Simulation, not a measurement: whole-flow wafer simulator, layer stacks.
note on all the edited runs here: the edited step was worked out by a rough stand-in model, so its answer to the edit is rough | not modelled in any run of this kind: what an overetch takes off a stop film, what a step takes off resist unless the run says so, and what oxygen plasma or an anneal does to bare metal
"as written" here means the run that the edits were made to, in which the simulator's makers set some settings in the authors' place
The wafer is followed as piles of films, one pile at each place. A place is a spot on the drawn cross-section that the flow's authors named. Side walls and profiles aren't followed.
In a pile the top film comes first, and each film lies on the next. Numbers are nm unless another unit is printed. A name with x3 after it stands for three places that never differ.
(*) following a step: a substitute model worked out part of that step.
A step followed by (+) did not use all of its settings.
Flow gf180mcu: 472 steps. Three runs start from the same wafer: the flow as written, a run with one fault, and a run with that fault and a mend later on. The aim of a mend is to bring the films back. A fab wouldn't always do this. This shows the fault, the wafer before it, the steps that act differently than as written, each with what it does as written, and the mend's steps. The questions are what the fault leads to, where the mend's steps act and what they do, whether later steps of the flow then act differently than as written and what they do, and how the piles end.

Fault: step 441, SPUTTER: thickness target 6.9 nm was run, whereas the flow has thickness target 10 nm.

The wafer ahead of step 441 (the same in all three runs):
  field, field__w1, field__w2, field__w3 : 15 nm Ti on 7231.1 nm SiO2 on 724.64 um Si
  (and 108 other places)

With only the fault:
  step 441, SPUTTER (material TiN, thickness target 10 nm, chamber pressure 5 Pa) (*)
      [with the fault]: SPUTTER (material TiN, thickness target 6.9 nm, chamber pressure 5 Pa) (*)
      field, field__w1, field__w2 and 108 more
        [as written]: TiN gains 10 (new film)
        [with the fault]: TiN gains 6.9 (new film)
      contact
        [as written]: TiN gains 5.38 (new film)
        [with the fault]: TiN gains 3.72 (new film)
  Steps further on in the flow that do not act as written (1 other step is not shown; it differs only slightly, by no more than 2% or 0.5 nm, whichever is larger):
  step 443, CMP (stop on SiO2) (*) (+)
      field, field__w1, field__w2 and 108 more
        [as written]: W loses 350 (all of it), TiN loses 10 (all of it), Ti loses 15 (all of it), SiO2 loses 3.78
        [with the fault]: W loses 350 (all of it), TiN loses 6.9 (all of it), Ti loses 15 (all of it), SiO2 loses 3.75
  The piles end different from the flow's at contact by more than 2% or 0.5 nm, whichever is larger.
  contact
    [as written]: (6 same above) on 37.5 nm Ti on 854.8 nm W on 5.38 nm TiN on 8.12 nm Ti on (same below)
    [with the fault]: (6 same above) on 37.5 nm Ti on 856.5 nm W on 3.72 nm TiN on 8.12 nm Ti on (same below)

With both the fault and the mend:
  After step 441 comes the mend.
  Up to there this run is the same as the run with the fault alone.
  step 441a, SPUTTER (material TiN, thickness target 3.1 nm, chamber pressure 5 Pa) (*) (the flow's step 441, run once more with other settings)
      field, field__w1, field__w2 and 108 more
        TiN gains 3.1
      contact
        TiN gains 1.67
  Every later step of the flow that is run acts as written at every place that is followed.
  The piles end the same as the flow's at every place that both follow.
